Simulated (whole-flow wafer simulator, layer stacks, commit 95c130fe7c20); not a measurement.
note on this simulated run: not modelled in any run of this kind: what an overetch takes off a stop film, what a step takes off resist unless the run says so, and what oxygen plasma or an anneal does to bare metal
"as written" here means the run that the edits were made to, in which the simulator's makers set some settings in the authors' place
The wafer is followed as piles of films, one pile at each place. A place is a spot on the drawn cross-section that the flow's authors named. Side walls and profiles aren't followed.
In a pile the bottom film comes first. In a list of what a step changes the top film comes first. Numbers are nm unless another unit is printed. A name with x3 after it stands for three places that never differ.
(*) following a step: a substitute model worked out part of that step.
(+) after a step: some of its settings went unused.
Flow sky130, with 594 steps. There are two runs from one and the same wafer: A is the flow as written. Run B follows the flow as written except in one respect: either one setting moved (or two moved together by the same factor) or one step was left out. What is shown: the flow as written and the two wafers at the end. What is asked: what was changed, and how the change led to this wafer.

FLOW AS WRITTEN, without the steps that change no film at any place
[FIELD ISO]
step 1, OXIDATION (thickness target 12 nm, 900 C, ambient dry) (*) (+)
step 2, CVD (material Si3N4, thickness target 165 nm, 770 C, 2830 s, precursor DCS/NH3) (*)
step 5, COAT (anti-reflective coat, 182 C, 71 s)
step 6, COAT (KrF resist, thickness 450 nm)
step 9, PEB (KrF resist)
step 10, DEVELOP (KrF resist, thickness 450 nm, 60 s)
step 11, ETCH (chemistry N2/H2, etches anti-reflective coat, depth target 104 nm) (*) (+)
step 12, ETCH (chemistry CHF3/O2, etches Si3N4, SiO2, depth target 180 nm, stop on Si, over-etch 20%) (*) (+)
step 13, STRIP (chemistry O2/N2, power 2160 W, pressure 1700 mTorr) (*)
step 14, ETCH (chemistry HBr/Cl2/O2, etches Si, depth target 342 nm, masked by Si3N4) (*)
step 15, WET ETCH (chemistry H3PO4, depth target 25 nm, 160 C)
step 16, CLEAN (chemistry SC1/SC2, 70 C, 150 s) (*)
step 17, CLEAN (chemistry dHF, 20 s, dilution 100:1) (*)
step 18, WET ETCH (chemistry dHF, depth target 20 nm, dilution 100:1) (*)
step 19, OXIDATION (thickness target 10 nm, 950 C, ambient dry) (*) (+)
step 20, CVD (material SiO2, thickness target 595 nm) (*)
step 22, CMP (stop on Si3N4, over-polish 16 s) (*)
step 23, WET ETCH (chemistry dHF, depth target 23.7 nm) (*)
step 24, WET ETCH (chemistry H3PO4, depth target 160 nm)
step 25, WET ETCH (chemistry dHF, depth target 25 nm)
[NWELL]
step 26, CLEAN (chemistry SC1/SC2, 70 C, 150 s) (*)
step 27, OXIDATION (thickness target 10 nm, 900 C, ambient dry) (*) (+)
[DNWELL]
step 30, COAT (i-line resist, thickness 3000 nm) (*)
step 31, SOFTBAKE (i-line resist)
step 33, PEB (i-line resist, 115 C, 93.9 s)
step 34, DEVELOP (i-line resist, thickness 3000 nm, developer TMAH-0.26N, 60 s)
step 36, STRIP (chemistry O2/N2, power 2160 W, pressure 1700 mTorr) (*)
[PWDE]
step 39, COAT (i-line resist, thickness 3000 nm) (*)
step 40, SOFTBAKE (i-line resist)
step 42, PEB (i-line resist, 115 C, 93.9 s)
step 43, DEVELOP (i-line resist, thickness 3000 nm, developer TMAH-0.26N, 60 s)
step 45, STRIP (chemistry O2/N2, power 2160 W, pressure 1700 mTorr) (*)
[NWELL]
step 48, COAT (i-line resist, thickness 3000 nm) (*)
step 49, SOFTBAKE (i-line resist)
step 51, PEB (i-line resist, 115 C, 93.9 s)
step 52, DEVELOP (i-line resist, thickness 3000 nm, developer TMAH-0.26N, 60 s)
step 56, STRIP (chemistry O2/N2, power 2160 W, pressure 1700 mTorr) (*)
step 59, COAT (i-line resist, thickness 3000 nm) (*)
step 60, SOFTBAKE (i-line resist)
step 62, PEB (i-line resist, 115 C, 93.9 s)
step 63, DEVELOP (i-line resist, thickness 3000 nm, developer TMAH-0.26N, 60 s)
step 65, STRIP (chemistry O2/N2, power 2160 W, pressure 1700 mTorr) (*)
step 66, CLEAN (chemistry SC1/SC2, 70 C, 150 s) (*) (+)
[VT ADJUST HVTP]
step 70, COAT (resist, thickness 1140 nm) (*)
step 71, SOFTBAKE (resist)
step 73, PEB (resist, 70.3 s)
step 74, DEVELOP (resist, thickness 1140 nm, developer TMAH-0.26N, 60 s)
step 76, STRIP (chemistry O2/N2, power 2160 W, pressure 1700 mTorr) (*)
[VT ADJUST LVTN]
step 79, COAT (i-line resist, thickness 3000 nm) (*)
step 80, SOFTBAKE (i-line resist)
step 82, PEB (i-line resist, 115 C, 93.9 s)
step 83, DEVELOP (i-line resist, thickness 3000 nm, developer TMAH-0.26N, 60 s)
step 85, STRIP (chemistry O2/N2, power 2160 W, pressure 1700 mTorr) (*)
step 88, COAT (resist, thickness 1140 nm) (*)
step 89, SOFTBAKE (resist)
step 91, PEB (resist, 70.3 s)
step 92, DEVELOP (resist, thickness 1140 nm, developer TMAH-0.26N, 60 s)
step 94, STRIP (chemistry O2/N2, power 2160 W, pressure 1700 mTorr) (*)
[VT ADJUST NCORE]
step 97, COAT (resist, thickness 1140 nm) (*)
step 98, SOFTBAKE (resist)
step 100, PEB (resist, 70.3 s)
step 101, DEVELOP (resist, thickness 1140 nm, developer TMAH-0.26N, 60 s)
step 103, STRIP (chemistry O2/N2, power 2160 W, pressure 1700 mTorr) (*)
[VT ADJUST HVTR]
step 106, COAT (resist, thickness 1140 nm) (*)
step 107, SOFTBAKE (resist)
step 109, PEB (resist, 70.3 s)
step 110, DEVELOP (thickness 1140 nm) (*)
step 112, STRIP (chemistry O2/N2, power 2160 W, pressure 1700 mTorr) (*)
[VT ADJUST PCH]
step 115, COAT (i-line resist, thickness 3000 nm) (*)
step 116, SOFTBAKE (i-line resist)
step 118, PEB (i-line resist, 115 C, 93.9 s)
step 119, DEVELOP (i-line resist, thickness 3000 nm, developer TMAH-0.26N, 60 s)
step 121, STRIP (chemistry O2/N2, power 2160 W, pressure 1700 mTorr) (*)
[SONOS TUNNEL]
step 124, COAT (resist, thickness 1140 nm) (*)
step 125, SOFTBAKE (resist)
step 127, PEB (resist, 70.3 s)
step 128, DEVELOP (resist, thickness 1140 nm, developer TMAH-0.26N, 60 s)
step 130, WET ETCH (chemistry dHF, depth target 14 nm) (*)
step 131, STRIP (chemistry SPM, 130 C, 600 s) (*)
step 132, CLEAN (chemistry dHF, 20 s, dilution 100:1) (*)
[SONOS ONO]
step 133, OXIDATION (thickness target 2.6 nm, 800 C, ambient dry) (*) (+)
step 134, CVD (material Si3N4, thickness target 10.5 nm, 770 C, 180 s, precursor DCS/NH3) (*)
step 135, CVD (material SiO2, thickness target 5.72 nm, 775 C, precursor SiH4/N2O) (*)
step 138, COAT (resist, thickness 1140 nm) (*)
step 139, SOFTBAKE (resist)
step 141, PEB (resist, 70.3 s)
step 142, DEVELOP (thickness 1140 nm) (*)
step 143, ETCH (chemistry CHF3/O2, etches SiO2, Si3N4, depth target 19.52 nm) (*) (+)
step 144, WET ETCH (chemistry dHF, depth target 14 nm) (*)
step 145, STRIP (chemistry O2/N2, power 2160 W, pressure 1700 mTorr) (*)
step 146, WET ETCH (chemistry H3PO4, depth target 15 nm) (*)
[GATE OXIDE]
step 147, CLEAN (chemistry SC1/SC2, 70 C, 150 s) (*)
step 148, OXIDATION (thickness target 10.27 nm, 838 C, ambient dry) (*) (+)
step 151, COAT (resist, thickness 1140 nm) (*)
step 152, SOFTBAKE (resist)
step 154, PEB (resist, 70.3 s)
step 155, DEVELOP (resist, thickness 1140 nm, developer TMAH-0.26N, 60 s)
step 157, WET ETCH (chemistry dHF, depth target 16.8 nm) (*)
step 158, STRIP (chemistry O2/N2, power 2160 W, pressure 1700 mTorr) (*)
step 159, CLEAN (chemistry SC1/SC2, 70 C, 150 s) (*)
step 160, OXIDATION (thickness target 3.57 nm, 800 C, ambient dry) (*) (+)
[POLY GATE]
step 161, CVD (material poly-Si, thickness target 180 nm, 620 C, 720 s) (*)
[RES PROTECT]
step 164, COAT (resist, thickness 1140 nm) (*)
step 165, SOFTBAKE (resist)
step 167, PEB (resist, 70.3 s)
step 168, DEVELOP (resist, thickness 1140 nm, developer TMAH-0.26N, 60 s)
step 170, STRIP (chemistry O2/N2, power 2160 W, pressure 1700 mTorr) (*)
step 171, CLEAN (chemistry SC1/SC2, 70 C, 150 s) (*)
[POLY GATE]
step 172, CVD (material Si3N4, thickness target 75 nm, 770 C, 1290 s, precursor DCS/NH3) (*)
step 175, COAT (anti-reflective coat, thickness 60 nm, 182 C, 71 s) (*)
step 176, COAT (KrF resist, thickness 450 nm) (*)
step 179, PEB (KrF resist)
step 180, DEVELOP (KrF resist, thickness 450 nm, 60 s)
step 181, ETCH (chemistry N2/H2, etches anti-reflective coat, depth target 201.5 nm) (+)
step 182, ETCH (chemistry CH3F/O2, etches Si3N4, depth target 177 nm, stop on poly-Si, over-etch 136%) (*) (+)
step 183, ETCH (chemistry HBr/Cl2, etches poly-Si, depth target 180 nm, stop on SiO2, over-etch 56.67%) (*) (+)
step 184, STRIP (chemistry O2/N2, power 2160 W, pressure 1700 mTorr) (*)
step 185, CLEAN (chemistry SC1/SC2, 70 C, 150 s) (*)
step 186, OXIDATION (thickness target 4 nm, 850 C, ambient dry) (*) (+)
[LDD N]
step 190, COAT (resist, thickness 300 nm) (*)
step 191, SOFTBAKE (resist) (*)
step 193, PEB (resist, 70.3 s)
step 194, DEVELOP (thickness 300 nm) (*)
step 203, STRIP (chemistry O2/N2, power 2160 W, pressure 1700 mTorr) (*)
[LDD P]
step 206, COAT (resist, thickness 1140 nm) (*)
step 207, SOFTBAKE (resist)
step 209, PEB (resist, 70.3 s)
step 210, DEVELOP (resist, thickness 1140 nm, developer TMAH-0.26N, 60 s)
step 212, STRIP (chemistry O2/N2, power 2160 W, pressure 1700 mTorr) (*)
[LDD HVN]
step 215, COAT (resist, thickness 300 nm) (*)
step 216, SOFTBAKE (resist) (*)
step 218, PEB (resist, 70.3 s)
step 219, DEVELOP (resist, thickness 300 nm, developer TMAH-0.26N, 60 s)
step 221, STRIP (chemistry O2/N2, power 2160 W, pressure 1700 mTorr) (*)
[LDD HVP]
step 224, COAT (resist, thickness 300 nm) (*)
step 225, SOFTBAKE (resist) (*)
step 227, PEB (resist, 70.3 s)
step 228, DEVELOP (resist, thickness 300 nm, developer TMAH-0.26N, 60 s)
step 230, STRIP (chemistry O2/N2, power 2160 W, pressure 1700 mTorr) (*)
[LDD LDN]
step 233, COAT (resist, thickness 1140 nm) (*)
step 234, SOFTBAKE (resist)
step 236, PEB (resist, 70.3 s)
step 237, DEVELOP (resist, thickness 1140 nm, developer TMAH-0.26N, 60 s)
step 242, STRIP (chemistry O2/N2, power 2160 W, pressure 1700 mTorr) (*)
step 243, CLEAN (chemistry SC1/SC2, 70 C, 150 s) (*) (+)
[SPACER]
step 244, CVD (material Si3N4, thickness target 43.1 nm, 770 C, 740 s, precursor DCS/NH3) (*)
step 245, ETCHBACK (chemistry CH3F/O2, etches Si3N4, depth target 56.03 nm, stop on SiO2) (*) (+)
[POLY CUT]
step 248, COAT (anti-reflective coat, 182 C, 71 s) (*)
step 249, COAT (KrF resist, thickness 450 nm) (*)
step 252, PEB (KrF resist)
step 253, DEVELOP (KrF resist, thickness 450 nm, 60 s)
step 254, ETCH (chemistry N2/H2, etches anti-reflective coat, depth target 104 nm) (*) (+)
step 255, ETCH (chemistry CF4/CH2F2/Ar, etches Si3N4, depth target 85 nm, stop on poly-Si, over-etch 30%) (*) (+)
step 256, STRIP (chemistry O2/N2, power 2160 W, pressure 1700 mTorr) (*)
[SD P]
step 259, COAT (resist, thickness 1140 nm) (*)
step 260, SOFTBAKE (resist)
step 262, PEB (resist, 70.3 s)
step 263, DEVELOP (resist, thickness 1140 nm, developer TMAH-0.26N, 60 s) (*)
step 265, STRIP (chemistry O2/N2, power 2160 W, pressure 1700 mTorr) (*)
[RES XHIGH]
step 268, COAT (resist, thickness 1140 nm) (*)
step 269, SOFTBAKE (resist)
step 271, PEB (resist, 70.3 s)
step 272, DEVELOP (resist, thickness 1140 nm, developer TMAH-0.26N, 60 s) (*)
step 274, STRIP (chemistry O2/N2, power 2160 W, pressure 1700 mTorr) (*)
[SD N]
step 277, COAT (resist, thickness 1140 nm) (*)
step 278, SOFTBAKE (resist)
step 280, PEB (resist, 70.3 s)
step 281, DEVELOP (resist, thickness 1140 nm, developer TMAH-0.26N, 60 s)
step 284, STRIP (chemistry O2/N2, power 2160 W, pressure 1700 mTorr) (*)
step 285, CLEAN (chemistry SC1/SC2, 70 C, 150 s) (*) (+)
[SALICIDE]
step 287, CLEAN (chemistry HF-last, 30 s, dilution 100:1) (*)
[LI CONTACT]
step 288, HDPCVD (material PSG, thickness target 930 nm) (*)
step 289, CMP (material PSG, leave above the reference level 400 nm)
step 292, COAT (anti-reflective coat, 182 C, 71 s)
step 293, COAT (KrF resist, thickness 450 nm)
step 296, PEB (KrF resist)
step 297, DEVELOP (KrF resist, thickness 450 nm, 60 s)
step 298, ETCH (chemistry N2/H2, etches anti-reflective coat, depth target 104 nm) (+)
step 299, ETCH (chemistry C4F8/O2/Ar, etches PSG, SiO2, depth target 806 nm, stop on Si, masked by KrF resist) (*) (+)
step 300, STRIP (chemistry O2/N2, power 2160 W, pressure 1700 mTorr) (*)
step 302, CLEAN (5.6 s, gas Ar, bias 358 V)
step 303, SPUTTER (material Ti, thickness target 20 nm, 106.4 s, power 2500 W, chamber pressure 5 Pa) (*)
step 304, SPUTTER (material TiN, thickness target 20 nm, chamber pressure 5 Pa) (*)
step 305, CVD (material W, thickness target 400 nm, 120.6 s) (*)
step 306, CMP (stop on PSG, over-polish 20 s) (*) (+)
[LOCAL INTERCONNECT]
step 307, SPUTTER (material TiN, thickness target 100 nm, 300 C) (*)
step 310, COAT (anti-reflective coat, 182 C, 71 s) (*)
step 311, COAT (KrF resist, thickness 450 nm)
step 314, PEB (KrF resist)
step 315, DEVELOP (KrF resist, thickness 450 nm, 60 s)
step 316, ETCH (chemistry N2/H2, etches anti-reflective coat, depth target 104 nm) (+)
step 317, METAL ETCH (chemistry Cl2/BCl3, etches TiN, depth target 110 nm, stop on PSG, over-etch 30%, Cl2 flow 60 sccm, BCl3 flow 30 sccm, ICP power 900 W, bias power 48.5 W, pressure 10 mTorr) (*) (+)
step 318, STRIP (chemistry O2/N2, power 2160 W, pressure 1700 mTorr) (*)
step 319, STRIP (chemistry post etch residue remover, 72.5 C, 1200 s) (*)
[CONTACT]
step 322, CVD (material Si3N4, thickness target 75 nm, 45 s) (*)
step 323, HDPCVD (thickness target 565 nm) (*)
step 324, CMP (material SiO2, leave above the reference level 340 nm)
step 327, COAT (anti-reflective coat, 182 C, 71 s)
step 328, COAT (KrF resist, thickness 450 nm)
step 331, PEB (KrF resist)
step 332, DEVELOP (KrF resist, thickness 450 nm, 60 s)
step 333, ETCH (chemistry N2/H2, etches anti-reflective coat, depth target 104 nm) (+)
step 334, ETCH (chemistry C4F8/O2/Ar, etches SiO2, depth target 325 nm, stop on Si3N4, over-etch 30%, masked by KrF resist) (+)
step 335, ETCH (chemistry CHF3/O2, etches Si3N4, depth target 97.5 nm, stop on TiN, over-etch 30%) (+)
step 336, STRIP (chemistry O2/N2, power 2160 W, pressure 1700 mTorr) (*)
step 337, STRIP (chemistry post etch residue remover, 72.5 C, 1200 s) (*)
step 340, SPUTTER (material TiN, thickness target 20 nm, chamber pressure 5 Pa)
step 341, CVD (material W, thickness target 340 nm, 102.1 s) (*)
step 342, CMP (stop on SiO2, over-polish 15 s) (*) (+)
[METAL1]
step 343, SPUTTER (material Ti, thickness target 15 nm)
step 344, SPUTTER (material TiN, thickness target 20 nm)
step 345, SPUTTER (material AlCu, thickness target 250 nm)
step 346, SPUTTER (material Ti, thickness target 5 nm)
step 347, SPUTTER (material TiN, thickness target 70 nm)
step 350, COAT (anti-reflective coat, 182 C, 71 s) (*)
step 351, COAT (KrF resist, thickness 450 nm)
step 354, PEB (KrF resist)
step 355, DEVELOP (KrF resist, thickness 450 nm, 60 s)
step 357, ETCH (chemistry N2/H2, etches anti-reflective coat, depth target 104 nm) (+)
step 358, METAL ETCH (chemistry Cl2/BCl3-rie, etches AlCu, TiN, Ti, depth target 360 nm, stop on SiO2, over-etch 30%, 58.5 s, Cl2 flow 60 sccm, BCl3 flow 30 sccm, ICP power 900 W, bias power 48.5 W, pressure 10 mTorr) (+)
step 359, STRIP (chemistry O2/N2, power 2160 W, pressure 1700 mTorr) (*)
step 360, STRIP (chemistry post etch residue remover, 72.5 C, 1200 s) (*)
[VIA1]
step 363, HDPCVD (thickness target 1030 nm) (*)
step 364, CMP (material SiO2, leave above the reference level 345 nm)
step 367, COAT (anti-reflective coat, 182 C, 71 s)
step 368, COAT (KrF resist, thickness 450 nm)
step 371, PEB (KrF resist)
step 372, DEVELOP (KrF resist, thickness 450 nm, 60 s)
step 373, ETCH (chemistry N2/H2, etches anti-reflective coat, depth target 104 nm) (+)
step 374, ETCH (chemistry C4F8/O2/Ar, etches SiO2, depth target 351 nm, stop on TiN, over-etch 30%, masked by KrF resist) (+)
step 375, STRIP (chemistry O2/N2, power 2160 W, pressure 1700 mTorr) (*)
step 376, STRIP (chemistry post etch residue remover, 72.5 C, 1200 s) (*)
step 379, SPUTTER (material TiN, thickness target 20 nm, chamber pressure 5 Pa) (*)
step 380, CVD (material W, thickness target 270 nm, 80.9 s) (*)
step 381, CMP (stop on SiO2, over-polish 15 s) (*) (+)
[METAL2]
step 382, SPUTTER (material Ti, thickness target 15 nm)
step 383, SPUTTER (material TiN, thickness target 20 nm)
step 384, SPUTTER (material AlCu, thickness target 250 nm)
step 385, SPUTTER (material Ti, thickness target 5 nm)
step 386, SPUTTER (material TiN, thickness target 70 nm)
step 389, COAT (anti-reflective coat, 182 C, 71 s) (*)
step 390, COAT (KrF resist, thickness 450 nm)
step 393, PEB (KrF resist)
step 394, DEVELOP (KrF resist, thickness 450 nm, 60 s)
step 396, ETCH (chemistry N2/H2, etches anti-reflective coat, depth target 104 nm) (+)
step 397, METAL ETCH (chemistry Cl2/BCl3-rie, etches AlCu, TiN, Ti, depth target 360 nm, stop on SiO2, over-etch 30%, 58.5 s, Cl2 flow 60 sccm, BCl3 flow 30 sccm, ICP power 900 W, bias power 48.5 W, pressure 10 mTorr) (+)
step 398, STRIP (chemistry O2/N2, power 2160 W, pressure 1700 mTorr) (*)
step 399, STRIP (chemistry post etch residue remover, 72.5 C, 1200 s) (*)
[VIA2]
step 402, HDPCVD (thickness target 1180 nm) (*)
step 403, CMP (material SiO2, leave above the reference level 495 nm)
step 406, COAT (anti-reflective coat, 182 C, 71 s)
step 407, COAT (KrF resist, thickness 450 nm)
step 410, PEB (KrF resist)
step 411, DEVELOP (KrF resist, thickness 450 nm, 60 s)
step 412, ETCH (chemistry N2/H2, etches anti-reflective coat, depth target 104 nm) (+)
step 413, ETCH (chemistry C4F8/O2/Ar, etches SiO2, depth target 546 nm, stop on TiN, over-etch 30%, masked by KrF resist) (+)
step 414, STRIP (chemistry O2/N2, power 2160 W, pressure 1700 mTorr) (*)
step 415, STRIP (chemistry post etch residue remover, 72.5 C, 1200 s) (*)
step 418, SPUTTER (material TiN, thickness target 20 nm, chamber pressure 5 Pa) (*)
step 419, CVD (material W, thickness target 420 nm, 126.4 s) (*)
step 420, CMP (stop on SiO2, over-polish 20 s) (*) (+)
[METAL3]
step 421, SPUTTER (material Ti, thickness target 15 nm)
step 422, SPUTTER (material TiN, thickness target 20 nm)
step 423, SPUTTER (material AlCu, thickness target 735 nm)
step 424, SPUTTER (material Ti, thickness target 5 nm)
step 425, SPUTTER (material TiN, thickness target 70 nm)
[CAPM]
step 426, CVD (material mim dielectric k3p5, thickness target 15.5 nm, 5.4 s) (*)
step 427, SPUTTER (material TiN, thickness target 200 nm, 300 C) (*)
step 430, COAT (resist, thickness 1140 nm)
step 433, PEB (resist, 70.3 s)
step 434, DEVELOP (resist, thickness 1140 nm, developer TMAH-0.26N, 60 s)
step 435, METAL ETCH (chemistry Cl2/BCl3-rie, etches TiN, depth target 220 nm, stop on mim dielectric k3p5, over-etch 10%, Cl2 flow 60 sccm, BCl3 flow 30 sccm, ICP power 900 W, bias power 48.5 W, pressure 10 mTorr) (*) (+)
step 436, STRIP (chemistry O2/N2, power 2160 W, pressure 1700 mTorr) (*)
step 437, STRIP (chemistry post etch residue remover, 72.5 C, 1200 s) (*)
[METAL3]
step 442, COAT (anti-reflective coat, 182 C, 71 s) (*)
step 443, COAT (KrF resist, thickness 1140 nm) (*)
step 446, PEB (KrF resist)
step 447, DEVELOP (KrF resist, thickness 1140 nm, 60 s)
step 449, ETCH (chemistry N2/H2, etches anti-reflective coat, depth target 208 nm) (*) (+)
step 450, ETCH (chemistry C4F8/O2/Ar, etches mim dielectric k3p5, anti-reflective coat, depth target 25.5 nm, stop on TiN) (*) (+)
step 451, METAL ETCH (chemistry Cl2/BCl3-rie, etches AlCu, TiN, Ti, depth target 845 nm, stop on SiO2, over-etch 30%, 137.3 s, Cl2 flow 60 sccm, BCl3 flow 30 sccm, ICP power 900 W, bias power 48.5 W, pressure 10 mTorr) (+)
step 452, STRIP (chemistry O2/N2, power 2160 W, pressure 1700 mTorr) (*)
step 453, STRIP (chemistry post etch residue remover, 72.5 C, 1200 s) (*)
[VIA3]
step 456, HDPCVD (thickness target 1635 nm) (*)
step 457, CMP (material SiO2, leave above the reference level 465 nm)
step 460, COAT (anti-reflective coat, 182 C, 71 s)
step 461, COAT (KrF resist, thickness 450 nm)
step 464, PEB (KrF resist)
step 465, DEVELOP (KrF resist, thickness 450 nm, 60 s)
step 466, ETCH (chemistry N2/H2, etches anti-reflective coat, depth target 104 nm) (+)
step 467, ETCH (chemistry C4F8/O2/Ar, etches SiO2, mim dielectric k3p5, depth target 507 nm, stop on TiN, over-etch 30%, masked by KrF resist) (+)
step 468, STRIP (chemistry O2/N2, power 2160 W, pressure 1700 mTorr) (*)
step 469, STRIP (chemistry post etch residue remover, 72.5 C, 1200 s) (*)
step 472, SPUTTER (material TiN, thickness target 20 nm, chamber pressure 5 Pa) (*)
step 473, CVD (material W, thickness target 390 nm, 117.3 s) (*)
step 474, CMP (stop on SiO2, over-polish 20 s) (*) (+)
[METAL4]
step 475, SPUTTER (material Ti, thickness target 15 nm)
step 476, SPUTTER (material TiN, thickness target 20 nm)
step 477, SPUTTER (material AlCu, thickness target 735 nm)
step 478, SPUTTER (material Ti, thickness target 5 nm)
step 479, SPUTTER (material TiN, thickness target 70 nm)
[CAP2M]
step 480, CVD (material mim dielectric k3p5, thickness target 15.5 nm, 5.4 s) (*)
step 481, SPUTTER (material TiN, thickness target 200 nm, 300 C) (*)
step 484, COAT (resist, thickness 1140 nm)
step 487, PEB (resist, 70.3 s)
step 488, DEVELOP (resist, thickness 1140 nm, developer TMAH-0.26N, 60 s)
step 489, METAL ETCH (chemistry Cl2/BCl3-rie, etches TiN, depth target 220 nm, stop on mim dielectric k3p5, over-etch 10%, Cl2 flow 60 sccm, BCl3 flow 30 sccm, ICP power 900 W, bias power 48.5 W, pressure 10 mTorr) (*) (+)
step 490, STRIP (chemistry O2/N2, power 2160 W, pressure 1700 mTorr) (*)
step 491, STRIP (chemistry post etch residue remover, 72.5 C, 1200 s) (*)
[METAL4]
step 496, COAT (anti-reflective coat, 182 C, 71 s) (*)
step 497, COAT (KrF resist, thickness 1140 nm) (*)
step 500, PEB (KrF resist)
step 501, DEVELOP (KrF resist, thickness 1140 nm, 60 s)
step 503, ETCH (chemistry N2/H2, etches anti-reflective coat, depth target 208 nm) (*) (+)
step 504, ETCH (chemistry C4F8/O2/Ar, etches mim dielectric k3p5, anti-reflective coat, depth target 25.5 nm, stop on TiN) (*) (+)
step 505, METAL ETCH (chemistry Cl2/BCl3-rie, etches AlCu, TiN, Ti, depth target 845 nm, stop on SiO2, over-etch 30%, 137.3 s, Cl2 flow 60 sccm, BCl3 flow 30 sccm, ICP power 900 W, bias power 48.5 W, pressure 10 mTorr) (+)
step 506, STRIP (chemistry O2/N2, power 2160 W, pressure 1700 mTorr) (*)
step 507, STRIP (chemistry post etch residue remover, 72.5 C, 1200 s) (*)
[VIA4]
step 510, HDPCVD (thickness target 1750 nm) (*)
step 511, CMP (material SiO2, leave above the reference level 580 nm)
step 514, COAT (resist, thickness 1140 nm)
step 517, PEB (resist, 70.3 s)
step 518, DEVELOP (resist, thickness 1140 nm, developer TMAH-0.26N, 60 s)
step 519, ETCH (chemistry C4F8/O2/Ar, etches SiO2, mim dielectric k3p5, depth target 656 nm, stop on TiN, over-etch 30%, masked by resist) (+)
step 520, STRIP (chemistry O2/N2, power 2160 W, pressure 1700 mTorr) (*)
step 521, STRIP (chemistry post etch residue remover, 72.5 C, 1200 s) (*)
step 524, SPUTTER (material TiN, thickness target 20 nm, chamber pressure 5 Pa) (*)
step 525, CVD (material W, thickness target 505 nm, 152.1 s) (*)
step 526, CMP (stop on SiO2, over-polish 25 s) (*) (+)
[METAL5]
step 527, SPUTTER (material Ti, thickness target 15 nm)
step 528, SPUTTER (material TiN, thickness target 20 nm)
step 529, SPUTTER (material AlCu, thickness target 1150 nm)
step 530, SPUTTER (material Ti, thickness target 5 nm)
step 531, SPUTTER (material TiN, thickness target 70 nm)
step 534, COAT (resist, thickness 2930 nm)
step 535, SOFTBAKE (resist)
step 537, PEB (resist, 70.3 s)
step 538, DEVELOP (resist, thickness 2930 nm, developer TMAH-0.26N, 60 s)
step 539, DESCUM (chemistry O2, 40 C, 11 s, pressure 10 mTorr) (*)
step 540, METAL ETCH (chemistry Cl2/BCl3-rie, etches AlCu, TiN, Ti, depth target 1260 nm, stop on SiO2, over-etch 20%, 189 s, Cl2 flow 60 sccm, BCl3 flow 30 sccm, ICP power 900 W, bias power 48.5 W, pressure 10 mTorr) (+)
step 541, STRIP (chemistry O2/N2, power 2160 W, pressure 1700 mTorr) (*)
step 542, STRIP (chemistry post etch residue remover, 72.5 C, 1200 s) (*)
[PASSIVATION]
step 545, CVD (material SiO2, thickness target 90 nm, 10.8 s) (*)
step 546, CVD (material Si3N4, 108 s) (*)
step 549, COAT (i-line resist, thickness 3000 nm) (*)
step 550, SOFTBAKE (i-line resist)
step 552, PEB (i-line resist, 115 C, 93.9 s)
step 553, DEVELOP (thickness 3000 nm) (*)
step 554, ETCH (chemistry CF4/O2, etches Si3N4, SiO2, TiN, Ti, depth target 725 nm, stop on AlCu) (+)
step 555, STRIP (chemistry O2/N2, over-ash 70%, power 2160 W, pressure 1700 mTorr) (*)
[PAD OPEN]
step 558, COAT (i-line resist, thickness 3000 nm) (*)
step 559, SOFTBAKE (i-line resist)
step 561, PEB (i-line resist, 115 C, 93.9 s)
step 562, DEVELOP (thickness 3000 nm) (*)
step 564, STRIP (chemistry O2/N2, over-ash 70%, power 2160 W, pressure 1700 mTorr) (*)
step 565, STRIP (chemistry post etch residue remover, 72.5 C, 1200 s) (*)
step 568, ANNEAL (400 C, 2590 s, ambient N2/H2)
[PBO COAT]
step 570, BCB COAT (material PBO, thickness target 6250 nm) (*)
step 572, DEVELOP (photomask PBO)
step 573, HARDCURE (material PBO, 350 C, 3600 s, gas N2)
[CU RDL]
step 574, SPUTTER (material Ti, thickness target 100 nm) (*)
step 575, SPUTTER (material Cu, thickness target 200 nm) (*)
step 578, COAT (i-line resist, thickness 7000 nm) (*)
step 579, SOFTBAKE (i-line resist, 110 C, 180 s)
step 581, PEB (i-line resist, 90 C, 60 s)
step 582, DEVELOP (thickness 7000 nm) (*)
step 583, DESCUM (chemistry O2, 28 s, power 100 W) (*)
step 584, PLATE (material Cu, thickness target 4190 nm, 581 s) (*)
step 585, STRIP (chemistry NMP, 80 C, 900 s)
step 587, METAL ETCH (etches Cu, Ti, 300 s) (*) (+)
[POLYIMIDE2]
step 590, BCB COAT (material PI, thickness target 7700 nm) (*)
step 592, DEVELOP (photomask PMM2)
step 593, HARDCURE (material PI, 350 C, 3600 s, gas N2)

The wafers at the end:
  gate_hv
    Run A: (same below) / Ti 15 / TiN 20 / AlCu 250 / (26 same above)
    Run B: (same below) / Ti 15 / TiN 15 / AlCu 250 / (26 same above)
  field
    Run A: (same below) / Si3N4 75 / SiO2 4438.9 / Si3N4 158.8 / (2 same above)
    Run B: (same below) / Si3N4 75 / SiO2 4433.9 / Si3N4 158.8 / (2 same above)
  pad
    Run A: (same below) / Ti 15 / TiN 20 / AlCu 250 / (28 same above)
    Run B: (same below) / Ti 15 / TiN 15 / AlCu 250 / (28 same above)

What caused this: step 344, SPUTTER: thickness target 15 nm was run, whereas the flow has thickness target 20 nm.
One can read it off the wafer: gate_hv has TiN 15, and step 344 as written asks for 20 nm.

How this came from the change, step by step:
  step 344, SPUTTER (material TiN, thickness target 20 nm)
      field, active, n_well and 188 more: A TiN gains 20 (new film) | B TiN gains 15 (new film)
  step 358, METAL ETCH (chemistry Cl2/BCl3-rie, etches AlCu, TiN, Ti, depth target 360 nm, stop on SiO2, over-etch 30%, 58.5 s, Cl2 flow 60 sccm, BCl3 flow 30 sccm, ICP power 900 W, bias power 48.5 W, pressure 10 mTorr) (+)
      field, active, gate and 81 more: A TiN loses 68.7 (all of it), Ti loses 5 (all of it), AlCu loses 250 (all of it), TiN loses 20 (all of it), Ti loses 15 (all of it), SiO2 loses 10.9 | B TiN loses 68.7 (all of it), Ti loses 5 (all of it), AlCu loses 250 (all of it), TiN loses 15 (all of it), Ti loses 15 (all of it), SiO2 loses 11.4
